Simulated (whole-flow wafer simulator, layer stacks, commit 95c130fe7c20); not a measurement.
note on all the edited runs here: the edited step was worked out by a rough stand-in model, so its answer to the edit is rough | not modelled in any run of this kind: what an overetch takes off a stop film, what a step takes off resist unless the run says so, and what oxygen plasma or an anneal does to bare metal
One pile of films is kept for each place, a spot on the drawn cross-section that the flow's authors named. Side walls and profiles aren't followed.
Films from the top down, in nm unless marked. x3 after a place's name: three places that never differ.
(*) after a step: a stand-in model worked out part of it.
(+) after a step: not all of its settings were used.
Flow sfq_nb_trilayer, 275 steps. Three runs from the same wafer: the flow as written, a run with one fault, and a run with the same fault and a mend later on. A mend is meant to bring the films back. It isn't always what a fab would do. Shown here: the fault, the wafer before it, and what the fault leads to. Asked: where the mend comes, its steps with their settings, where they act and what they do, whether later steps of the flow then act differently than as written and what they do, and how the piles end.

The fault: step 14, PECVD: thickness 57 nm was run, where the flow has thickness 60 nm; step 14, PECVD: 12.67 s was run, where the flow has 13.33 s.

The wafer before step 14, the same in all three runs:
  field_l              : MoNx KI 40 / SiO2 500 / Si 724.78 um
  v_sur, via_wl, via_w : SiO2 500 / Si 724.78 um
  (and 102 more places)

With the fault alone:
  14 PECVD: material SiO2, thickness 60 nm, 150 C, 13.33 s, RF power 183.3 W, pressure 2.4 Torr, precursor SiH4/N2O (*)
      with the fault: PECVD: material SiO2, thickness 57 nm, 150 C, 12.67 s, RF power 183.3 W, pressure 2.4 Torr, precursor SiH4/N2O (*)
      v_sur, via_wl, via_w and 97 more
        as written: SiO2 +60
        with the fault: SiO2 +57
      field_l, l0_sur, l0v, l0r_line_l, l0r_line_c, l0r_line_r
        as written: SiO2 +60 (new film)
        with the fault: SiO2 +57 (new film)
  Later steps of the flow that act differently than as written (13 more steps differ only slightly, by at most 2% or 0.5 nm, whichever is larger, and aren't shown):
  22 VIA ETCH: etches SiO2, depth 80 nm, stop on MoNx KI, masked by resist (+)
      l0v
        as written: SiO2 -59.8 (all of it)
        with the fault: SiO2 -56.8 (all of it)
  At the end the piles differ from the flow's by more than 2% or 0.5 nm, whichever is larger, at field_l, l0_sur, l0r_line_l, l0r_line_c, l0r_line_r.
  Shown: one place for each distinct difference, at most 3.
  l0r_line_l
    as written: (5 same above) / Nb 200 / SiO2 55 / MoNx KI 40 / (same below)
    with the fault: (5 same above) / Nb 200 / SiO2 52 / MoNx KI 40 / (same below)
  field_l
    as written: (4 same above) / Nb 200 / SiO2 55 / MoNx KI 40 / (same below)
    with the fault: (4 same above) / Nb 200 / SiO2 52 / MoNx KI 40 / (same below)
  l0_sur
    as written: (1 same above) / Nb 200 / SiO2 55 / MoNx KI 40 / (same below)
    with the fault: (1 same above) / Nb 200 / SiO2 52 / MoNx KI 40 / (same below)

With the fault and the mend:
  The mend comes after step 14.
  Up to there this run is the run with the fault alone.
  14a PECVD: material SiO2, thickness 3 nm, 150 C, 0.6667 s, RF power 183.3 W, pressure 2.4 Torr, precursor SiH4/N2O (the flow's step 14 once more, with other settings)
      field_l, v_sur, via_wl and 103 more
        SiO2 +3
  No later step of the flow acts differently than as written, at any place that is followed, by more than 2% or 0.5 nm, whichever is larger.
  At the end the piles are the same as the flow's at every place that both follow.
